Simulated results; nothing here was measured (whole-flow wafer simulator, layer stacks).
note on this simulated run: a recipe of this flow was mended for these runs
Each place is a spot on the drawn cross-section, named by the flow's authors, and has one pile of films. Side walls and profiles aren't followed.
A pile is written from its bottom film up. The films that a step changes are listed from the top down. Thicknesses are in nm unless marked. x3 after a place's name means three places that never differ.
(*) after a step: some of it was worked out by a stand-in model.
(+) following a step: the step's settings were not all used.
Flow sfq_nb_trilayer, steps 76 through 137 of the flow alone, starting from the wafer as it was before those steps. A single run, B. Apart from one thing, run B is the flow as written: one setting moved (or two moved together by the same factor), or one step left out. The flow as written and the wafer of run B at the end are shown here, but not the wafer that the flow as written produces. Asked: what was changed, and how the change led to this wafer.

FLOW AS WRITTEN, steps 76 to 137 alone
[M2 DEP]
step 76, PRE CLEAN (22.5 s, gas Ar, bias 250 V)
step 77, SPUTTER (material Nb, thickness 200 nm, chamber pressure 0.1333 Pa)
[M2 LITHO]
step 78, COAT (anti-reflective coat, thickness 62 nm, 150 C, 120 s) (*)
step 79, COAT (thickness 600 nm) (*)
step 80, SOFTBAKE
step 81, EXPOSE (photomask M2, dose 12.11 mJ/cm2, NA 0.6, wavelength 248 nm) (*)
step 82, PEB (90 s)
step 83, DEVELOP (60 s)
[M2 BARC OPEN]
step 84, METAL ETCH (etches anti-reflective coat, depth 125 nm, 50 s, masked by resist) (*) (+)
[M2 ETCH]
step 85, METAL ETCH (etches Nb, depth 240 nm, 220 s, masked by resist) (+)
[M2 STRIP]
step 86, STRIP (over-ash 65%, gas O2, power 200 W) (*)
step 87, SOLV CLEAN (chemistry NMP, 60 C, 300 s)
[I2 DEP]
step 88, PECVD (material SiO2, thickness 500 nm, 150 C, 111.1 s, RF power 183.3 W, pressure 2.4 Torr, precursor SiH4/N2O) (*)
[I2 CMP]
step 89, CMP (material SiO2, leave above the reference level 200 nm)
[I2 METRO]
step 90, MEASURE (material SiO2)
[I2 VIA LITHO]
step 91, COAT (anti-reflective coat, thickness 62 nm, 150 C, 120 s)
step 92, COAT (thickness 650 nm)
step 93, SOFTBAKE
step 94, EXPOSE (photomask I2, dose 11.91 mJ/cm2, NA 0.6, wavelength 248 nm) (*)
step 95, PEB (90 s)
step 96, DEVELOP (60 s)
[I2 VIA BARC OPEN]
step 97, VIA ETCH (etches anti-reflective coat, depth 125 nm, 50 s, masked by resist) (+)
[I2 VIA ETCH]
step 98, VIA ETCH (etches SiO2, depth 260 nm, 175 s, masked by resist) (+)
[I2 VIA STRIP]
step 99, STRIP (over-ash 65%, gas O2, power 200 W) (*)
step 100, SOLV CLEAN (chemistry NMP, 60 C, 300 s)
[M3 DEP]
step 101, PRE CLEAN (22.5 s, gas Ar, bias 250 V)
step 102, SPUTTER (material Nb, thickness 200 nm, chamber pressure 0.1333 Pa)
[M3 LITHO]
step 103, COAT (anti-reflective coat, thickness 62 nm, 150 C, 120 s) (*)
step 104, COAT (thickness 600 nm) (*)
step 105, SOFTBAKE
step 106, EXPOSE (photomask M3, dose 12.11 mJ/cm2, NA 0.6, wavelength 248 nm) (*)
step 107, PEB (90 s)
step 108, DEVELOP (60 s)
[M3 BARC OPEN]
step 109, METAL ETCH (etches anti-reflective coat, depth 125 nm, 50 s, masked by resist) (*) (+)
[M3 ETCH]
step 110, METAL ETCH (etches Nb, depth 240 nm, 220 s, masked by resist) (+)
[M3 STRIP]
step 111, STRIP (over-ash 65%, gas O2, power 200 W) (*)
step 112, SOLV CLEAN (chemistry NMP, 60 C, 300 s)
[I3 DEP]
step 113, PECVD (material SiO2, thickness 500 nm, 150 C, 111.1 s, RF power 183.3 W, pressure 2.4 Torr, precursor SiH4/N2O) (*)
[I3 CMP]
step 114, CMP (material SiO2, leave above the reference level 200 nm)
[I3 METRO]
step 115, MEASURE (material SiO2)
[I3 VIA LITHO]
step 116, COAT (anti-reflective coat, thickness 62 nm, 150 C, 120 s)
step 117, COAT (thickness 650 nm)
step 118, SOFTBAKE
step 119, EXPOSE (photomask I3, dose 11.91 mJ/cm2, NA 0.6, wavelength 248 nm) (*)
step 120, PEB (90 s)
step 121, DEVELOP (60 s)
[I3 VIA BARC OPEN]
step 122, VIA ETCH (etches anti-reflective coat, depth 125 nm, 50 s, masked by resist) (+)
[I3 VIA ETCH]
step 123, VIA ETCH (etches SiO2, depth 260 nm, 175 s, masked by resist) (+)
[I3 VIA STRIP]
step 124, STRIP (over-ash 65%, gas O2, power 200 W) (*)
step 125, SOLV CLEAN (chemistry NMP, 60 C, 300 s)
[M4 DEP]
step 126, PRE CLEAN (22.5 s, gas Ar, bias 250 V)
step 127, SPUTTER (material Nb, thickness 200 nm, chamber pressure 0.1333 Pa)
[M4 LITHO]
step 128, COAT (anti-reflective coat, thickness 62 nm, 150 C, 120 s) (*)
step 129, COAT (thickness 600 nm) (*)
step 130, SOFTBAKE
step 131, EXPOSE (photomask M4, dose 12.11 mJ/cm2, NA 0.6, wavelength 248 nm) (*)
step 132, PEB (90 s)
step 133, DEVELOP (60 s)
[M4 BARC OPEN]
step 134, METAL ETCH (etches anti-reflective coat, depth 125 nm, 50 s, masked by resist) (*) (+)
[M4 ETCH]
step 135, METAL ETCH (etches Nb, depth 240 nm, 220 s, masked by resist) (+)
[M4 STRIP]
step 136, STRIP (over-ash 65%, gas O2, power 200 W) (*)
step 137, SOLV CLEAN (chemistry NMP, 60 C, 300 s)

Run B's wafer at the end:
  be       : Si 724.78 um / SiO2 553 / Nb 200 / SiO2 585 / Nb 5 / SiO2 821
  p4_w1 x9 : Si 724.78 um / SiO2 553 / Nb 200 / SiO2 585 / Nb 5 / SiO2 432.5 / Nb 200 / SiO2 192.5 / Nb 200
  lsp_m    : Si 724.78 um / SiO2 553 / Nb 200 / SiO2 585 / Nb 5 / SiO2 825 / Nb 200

What caused this: step 77, SPUTTER: thickness 245 nm was run, while the flow as written has thickness 200 nm.

How this came from the change, step by step:
  step 77, SPUTTER (material Nb, thickness 200 nm, chamber pressure 0.1333 Pa)
      field_l, v_sur, via_wl and 102 more: Nb gains 245 (new film) (in the flow as written it would be: Nb gains 200 (new film))
      via_v: Nb gains 212 (in the flow as written it would be: Nb gains 172.8)
  step 78, COAT (anti-reflective coat, thickness 62 nm, 150 C, 120 s) (*)
      wire: anti-reflective coat gains 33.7 (new film) (in the flow as written it would be: anti-reflective coat gains 34.6 (new film))
  step 85, METAL ETCH (etches Nb, depth 240 nm, 220 s, masked by resist) (+)
      field_l, be, be_sur and 81 more: Nb loses 240 (in the flow as written it would be: Nb loses 200 (all of it), SiO2 loses 4)
  step 86, STRIP (over-ash 65%, gas O2, power 200 W) (*)
      wire: KrF-resist-other-grade loses 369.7 (all of it), anti-reflective coat loses 33.7 (all of it) (in the flow as written it would be: KrF-resist-other-grade loses 369.7 (all of it), anti-reflective coat loses 34.6 (all of it))
  step 88, PECVD (material SiO2, thickness 500 nm, 150 C, 111.1 s, RF power 183.3 W, pressure 2.4 Torr, precursor SiH4/N2O) (*)
      field_l, be, be_sur and 81 more: SiO2 gains 500 (new film) (in the flow as written it would be: SiO2 gains 500)
      via_v: SiO2 gains 594 (new film) (in the flow as written it would be: SiO2 gains 612.8 (new film))
  step 89, CMP (material SiO2, leave above the reference level 200 nm)
      field_l, be, be_sur and 81 more: SiO2 loses 60 (in the flow as written it would be: SiO2 loses 96)
      via_v: SiO2 loses 157.1 (in the flow as written it would be: SiO2 loses 181.6)
Taking metal films that touch as one body, be has 2 bodies (between them, from the top down: SiO2 585); the flow as written gives 1 body.
Taking metal films that touch as one body, p4_w1 x9 has 4 bodies (between them, from the top down: SiO2 192.5; SiO2 432.5; SiO2 585); the flow as written gives 3 bodies (between them, from the top down: SiO2 192.5; SiO2 977.5).
Taking metal films that touch as one body, lsp_m has 3 bodies (between them, from the top down: SiO2 825; SiO2 585); the flow as written gives 2 bodies (between them, from the top down: SiO2 1370).
